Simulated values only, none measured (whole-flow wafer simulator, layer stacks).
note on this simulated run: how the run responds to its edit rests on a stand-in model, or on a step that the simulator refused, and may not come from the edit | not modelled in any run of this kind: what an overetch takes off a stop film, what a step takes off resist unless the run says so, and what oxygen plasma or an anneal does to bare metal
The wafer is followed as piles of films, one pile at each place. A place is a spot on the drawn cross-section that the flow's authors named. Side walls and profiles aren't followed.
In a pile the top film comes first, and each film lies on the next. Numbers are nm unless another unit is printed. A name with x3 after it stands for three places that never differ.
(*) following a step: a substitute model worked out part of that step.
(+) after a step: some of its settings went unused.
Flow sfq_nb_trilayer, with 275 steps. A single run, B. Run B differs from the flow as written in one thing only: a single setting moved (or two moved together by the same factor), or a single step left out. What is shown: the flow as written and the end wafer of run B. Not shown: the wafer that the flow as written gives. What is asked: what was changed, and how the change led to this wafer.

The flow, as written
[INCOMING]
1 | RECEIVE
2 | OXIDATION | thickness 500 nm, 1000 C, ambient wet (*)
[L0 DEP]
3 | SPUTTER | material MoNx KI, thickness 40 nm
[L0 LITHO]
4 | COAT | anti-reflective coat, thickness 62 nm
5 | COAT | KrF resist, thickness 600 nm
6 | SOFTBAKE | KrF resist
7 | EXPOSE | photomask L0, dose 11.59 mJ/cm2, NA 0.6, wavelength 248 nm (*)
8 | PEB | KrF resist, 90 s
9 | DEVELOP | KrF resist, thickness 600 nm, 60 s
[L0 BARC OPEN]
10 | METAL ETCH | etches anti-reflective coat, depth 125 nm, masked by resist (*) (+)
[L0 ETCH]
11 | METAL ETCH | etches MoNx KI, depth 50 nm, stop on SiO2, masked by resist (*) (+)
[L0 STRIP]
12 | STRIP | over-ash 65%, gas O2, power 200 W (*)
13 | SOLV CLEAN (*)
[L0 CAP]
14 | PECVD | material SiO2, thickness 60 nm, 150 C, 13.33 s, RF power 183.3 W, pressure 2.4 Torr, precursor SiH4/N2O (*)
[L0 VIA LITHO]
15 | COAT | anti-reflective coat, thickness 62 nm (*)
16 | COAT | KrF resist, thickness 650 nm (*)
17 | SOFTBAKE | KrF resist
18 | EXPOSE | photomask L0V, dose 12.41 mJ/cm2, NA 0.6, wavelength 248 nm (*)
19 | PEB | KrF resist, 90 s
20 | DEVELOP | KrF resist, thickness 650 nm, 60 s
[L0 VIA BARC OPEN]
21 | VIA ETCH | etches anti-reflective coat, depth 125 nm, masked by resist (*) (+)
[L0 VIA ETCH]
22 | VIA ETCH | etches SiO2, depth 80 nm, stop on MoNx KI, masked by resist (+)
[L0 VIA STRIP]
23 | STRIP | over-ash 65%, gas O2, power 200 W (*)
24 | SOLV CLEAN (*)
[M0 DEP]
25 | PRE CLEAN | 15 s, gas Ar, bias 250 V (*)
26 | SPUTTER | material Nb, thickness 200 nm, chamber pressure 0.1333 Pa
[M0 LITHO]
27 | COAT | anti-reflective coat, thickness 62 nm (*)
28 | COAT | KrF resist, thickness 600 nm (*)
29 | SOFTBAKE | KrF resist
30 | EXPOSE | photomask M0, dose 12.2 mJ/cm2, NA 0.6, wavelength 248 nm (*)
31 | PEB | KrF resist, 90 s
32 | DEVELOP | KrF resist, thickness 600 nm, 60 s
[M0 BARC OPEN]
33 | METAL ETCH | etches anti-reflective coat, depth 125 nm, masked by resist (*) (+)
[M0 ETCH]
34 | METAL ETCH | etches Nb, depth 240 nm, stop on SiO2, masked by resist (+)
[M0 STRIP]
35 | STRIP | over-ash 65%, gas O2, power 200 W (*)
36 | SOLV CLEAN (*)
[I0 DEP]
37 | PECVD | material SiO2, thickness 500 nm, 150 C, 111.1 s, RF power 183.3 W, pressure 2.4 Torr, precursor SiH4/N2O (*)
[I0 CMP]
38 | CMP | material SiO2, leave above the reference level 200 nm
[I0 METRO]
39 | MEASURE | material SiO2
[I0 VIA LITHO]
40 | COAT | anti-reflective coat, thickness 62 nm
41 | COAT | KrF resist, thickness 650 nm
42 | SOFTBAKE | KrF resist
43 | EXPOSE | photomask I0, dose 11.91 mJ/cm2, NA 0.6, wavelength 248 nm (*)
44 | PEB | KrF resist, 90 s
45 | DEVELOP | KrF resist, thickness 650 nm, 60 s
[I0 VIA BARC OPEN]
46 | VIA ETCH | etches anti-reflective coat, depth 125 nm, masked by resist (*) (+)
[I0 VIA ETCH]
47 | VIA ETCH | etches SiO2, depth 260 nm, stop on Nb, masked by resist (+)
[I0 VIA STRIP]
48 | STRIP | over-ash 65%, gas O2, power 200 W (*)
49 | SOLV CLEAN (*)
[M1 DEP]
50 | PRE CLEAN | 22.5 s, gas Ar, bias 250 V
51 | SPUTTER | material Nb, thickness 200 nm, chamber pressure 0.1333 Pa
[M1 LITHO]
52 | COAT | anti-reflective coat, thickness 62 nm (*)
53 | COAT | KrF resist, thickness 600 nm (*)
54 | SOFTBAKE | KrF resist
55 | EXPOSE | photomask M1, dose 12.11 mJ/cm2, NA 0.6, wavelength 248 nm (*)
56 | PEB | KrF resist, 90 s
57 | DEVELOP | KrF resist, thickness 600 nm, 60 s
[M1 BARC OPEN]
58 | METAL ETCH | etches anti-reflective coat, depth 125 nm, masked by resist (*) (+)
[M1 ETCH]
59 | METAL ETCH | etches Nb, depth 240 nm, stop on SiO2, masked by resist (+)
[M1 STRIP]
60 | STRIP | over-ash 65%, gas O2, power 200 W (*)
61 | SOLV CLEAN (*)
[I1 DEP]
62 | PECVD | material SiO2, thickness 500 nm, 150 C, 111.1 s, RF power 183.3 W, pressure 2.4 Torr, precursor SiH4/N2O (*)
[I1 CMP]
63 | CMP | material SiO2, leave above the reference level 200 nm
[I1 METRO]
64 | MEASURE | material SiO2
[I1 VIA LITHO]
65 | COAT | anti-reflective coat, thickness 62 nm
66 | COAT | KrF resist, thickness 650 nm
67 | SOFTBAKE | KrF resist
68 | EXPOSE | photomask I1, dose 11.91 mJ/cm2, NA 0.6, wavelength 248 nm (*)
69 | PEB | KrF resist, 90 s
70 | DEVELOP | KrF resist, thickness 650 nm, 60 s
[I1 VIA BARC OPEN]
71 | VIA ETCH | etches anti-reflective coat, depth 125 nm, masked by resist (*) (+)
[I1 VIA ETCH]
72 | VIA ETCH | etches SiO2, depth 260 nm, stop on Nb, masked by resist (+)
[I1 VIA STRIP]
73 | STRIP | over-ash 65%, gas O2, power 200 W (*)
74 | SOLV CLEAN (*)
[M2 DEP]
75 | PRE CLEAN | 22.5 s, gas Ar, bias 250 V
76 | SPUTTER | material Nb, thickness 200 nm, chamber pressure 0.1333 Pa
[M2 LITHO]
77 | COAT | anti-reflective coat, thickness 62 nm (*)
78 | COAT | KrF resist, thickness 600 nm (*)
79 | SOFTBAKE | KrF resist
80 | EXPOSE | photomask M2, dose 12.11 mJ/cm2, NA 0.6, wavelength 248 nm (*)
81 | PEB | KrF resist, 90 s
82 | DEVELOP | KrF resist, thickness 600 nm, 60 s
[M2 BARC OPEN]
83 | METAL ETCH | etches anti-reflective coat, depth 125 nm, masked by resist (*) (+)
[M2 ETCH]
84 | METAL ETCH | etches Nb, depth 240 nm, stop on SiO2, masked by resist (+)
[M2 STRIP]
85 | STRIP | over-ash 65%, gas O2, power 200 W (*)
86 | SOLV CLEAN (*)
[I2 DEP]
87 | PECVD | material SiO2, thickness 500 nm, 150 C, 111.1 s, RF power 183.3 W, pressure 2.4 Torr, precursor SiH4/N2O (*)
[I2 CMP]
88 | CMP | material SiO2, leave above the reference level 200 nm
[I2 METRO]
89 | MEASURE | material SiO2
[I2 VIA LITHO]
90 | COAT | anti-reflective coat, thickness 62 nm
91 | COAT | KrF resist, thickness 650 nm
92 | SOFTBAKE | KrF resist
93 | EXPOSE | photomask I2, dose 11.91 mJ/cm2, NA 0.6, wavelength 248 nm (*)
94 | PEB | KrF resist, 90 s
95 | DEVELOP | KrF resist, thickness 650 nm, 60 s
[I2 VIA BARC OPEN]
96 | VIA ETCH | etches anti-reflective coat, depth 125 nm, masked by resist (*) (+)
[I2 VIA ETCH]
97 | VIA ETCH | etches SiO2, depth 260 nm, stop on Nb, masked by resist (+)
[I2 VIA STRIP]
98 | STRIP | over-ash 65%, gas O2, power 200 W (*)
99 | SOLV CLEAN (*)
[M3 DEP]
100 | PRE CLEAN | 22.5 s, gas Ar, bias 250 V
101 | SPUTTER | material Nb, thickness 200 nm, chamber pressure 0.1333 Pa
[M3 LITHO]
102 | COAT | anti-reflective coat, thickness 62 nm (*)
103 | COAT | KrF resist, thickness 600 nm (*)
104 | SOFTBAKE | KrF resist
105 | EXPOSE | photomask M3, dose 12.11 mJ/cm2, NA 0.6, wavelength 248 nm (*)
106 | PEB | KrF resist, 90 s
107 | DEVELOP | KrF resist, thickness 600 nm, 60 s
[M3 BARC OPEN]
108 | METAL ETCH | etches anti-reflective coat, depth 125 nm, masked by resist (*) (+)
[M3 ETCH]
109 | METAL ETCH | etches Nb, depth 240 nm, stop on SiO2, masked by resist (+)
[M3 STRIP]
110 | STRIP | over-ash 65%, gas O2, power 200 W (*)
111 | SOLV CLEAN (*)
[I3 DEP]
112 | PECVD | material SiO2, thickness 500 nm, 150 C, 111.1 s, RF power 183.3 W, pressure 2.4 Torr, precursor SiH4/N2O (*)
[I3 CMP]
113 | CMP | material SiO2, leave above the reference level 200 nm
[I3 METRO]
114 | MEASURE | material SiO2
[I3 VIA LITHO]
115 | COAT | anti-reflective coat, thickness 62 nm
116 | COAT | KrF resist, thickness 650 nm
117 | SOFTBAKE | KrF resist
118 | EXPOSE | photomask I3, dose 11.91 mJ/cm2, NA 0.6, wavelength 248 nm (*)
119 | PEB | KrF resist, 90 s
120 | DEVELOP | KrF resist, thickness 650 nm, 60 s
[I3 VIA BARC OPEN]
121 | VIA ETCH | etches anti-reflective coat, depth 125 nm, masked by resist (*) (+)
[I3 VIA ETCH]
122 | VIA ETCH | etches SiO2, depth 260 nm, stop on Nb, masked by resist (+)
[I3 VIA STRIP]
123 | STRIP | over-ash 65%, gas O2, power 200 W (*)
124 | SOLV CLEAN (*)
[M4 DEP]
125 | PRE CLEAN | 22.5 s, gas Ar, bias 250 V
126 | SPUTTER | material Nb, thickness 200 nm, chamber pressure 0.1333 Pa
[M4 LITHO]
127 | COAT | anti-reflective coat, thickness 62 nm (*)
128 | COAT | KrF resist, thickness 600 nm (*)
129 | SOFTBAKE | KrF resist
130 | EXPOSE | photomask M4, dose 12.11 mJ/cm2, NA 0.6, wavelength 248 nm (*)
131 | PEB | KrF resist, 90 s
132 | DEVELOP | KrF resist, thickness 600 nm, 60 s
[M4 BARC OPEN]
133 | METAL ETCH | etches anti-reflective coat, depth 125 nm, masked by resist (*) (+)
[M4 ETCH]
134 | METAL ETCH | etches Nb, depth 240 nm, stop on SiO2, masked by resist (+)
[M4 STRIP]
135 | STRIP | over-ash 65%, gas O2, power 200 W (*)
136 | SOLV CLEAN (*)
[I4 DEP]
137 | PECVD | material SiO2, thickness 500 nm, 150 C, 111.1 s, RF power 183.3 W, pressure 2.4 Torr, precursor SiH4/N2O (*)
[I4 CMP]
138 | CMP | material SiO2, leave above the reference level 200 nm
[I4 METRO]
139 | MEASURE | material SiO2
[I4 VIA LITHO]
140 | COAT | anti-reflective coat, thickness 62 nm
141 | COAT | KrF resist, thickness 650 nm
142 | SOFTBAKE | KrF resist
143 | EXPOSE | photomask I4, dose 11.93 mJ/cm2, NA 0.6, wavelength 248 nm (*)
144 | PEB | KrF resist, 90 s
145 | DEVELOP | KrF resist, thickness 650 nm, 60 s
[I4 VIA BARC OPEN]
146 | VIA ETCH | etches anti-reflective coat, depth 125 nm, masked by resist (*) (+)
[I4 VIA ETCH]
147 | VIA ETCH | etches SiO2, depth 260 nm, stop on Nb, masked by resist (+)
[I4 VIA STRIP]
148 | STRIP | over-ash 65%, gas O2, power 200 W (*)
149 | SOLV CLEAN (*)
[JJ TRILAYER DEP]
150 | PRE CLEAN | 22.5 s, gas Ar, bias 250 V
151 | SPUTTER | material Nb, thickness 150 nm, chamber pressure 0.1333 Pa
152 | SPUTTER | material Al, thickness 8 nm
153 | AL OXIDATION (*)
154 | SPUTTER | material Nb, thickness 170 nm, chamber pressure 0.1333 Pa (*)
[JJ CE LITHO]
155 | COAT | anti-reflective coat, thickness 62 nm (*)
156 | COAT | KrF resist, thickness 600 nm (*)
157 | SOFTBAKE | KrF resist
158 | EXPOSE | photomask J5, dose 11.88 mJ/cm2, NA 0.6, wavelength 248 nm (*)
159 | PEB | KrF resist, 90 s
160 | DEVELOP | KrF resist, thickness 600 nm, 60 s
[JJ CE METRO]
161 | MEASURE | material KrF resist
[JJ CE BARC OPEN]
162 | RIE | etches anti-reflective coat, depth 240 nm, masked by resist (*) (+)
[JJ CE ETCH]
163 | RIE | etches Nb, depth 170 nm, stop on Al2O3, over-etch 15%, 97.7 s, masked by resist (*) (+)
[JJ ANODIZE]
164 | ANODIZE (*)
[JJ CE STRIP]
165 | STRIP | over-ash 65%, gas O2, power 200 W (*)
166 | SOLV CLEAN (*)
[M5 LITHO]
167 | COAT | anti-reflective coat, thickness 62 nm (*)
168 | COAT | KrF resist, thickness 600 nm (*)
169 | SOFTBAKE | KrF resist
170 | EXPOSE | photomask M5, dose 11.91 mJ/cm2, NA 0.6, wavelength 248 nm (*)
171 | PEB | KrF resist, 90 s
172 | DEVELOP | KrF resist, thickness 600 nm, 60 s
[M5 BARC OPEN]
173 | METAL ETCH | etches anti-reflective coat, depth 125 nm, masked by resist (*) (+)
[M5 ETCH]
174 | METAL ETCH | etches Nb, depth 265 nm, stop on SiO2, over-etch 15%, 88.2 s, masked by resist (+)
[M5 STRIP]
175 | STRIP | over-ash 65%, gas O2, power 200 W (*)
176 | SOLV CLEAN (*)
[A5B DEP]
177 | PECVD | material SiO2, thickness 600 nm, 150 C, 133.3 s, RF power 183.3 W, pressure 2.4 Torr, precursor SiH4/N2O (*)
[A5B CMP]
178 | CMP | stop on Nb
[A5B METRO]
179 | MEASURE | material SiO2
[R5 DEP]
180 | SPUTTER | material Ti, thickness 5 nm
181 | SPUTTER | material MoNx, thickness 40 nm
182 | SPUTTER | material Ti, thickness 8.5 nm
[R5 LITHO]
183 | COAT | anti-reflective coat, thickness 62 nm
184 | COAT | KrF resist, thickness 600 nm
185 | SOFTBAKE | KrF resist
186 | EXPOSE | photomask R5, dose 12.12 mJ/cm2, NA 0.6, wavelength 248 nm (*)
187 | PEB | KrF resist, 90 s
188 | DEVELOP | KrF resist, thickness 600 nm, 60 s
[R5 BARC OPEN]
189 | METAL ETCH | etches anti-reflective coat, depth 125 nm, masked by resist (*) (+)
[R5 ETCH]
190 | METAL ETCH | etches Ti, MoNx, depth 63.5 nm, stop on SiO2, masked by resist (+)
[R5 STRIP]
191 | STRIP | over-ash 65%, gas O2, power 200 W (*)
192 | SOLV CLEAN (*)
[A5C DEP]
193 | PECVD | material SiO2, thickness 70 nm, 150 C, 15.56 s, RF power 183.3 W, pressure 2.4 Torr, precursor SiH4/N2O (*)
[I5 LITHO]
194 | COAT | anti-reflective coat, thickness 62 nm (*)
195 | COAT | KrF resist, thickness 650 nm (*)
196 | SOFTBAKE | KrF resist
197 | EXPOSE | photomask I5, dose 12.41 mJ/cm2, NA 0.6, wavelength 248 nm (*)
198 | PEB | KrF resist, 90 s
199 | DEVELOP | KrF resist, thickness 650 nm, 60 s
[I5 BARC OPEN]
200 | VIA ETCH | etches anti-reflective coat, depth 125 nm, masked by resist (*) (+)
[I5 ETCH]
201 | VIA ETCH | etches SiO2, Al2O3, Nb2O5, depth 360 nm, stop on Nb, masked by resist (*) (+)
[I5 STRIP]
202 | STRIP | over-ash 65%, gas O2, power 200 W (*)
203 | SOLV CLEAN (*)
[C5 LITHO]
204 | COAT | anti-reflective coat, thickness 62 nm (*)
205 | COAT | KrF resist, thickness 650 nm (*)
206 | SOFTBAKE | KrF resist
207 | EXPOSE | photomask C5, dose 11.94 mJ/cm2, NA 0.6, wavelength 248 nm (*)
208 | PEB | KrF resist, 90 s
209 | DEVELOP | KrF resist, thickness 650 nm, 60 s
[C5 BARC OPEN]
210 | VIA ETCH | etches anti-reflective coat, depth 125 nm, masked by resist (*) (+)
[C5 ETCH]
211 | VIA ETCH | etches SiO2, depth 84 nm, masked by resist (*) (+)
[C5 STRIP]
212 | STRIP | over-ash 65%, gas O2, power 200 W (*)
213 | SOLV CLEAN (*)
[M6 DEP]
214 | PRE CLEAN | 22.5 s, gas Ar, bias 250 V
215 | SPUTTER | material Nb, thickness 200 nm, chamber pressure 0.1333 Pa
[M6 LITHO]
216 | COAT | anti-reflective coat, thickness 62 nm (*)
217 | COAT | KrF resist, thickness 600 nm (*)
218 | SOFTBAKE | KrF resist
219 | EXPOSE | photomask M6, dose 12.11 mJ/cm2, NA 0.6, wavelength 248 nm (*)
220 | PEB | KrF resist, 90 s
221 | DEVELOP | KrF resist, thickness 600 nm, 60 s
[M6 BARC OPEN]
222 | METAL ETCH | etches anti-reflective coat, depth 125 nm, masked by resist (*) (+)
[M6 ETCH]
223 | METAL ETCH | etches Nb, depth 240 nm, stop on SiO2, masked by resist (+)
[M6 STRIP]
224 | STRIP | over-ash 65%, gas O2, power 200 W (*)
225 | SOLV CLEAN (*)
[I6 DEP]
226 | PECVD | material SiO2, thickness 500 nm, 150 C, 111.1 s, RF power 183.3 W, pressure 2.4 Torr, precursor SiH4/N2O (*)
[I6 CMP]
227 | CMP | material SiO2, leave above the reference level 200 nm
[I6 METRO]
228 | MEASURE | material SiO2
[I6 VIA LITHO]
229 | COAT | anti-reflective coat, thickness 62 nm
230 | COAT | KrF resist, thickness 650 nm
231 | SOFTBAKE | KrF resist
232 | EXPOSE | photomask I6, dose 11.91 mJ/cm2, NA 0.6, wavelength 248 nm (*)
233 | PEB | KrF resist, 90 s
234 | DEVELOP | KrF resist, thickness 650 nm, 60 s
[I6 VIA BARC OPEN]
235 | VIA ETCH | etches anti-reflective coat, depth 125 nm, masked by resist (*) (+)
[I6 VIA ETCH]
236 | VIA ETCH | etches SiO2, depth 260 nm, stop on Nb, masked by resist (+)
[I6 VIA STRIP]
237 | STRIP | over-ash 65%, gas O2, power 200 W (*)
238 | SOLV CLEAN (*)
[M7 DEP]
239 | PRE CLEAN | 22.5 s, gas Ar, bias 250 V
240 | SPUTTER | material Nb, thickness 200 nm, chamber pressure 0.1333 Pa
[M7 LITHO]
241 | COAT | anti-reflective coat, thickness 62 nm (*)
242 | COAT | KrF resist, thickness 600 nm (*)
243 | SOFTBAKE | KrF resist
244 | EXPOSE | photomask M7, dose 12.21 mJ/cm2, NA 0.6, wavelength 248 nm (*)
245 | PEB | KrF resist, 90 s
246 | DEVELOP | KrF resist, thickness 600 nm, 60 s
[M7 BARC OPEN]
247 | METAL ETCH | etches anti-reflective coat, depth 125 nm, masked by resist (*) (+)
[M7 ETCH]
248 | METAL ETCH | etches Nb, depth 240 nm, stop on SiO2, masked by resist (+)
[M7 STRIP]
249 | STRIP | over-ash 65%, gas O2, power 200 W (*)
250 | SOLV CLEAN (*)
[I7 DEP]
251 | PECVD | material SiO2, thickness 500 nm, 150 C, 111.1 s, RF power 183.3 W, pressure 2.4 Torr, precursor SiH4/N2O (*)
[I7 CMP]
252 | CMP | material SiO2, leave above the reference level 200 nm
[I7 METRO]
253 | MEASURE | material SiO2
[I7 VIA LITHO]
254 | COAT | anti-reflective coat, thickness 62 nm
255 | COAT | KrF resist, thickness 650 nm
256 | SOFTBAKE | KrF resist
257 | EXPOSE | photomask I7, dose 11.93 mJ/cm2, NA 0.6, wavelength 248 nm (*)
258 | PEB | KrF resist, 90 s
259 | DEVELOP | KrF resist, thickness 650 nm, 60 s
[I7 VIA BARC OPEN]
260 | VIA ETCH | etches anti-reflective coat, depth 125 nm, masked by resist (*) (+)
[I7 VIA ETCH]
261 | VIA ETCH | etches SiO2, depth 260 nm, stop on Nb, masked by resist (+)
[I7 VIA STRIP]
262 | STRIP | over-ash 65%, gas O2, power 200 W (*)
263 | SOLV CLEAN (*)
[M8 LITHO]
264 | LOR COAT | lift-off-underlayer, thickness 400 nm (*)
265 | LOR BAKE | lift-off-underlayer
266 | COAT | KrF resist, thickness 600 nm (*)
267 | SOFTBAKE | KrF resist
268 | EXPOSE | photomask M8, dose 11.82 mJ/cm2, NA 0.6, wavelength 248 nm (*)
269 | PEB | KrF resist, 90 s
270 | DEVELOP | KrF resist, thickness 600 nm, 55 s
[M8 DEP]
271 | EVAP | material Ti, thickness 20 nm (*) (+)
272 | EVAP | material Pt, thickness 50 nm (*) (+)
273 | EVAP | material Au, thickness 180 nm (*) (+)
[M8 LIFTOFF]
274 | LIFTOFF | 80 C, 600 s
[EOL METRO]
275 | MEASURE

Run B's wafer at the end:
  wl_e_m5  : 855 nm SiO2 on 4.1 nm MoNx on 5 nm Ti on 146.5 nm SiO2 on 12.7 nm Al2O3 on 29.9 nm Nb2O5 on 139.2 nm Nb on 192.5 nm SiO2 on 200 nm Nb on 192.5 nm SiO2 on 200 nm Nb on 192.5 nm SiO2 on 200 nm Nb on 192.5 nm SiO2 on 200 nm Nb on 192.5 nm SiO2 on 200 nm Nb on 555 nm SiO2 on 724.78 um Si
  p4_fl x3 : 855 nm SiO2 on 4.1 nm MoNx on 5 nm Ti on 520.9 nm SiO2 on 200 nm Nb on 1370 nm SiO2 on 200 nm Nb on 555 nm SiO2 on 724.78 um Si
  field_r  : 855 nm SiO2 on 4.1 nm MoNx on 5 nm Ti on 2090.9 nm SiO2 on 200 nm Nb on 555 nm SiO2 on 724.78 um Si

What caused this: step 190, METAL ETCH: depth 44.4 nm was run, though the flow has depth 63.5 nm.

Step by step, how the change led to this:
  190 | METAL ETCH | etches Ti, MoNx, depth 63.5 nm, stop on SiO2, masked by resist (+)
      field_l, v_sur, via_wl and 92 more: Ti loses 8.5 (all of it), MoNx loses 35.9 (as written it would have been: Ti loses 8.5 (all of it), MoNx loses 40 (all of it), Ti loses 5 (all of it))
      ce_l, c5j, ce_r, wl_jj: Ti loses 8.5 (all of it), MoNx loses 35.9 (as written it would have been: Ti loses 8.5 (all of it), MoNx loses 40 (all of it), Ti loses 5 (all of it), Nb loses 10)
      (and at 7 other places as well)
  193 | PECVD | material SiO2, thickness 70 nm, 150 C, 15.56 s, RF power 183.3 W, pressure 2.4 Torr, precursor SiH4/N2O (*)
      field_l, v_sur, via_wl and 92 more: SiO2 gains 70 (new film) (as written it would have been: SiO2 gains 70)
  194 | COAT | anti-reflective coat, thickness 62 nm (*)
      wl_j_sl, wl_j_sr: anti-reflective coat gains 62 (new film) (as written it would have been: anti-reflective coat gains 60.2 (new film))
      r5r_spacepad_l, r5r_spacepad_r: anti-reflective coat gains 80.5 (new film) (as written it would have been: anti-reflective coat gains 84.4 (new film))
      (and at 11 other places as well)
  201 | VIA ETCH | etches SiO2, Al2O3, Nb2O5, depth 360 nm, stop on Nb, masked by resist (*) (+)
      be: SiO2 loses 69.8 (all of it), MoNx loses 4.1 (all of it), Ti loses 5 (all of it), SiO2 loses 146.5 (all of it), Al2O3 loses 12.7 (all of it), Nb2O5 loses 29.9 (all of it) (as written it would have been: SiO2 loses 216.4 (all of it), Al2O3 loses 12.7 (all of it), Nb2O5 loses 29.9 (all of it))
  202 | STRIP | over-ash 65%, gas O2, power 200 W (*)
      wl_j_sl, wl_j_sr: KrF resist loses 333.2 (all of it), anti-reflective coat loses 62 (all of it) (as written it would have been: KrF resist loses 333.3 (all of it), anti-reflective coat loses 60.2 (all of it))
      r5r_spacepad_l, r5r_spacepad_r: KrF resist loses 335.2 (all of it), anti-reflective coat loses 80.5 (all of it) (as written it would have been: KrF resist loses 335.6 (all of it), anti-reflective coat loses 84.4 (all of it))
      (and at 11 other places as well)
  204 | COAT | anti-reflective coat, thickness 62 nm (*)
      wl_j_sl, wl_j_sr: anti-reflective coat gains 62 (new film) (as written it would have been: anti-reflective coat gains 60.2 (new film))
      r5r_spacepad_l, r5r_spacepad_r: anti-reflective coat gains 80.5 (new film) (as written it would have been: anti-reflective coat gains 84.4 (new film))
      (and at 11 other places as well)
  210 | VIA ETCH | etches anti-reflective coat, depth 125 nm, masked by resist (*) (+)
      c5j: anti-reflective coat loses 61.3 (all of it), SiO2 loses 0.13 (as written it would have been: anti-reflective coat loses 63.9 (all of it), SiO2 loses 0.11)
  211 | VIA ETCH | etches SiO2, depth 84 nm, masked by resist (*) (+)
      c5j: SiO2 loses 69.9 (all of it) (as written it would have been: SiO2 loses 69.9 (all of it), Nb loses 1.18)
  212 | STRIP | over-ash 65%, gas O2, power 200 W (*)
      wl_j_sl, wl_j_sr: KrF resist loses 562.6 (all of it), anti-reflective coat loses 62 (all of it) (as written it would have been: KrF resist loses 563.4 (all of it), anti-reflective coat loses 60.2 (all of it))
      r5r_spacepad_l, r5r_spacepad_r: KrF resist loses 564.7 (all of it), anti-reflective coat loses 80.5 (all of it) (as written it would have been: KrF resist loses 565.8 (all of it), anti-reflective coat loses 84.4 (all of it))
      (and at 10 other places as well)
  214 | PRE CLEAN | 22.5 s, gas Ar, bias 250 V
      c5j: MoNx loses 4.1 (all of it), Ti loses 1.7 (as written it would have been: Nb loses 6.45)
  215 | SPUTTER | material Nb, thickness 200 nm, chamber pressure 0.1333 Pa
      c5j: Nb gains 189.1 (new film) (as written it would have been: Nb gains 188.4)
  216 | COAT | anti-reflective coat, thickness 62 nm (*)
      wl_j_sl, wl_j_sr: anti-reflective coat gains 62 (new film) (as written it would have been: anti-reflective coat gains 60.2 (new film))
      r5r_spacepad_l, r5r_spacepad_r: anti-reflective coat gains 81.3 (new film) (as written it would have been: anti-reflective coat gains 85.7 (new film))
      (and at 12 other places as well)
  222 | METAL ETCH | etches anti-reflective coat, depth 125 nm, masked by resist (*) (+)
      r5r_spacepad_l, r5r_spacepad_r: anti-reflective coat loses 81.3 (all of it) (as written it would have been: anti-reflective coat loses 85.7 (all of it))
      r5r_line_c, r5r_line_r: anti-reflective coat loses 51.5 (all of it) (as written it would have been: anti-reflective coat loses 50 (all of it))
      (and at 2 other places as well)
  224 | STRIP | over-ash 65%, gas O2, power 200 W (*)
      wl_j_sl, wl_j_sr: KrF resist loses 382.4 (all of it), anti-reflective coat loses 62 (all of it) (as written it would have been: KrF resist loses 382.5 (all of it), anti-reflective coat loses 60.2 (all of it))
      be_sur: KrF resist loses 371.1 (all of it), anti-reflective coat loses 42.9 (all of it) (as written it would have been: KrF resist loses 371.2 (all of it), anti-reflective coat loses 43.8 (all of it))
      (and at 7 other places as well)
  226 | PECVD | material SiO2, thickness 500 nm, 150 C, 111.1 s, RF power 183.3 W, pressure 2.4 Torr, precursor SiH4/N2O (*)
      r5r_spacepad_l, r5r_spacepad_r: SiO2 gains 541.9 (as written it would have been: SiO2 gains 553.5)
  227 | CMP | material SiO2, leave above the reference level 200 nm
      ce_l, ce_r, wl_jj: SiO2 loses 300 (as written it would have been: SiO2 loses 290)
      be_r, r_sur, r_end: SiO2 loses 344.4 (as written it would have been: SiO2 loses 353.5)
      (and at 7 other places as well)
With metal films that touch counted as one body, wl_e_m5 has 7 bodies (between them, from the top down: SiO2 146.5 / Al2O3 12.7 / Nb2O5 29.9; SiO2 192.5; SiO2 192.5; SiO2 192.5; SiO2 192.5; SiO2 192.5); the flow as written gives 6 bodies (between them, from the top down: SiO2 192.5; SiO2 192.5; SiO2 192.5; SiO2 192.5; SiO2 192.5).
With metal films that touch counted as one body, p4_fl x3 has 3 bodies (between them, from the top down: SiO2 520.9; SiO2 1370); the flow as written gives 2 bodies (between them, from the top down: SiO2 1370).
With metal films that touch counted as one body, field_r has 2 bodies (between them, from the top down: SiO2 2090.9); the flow as written gives 1 body.
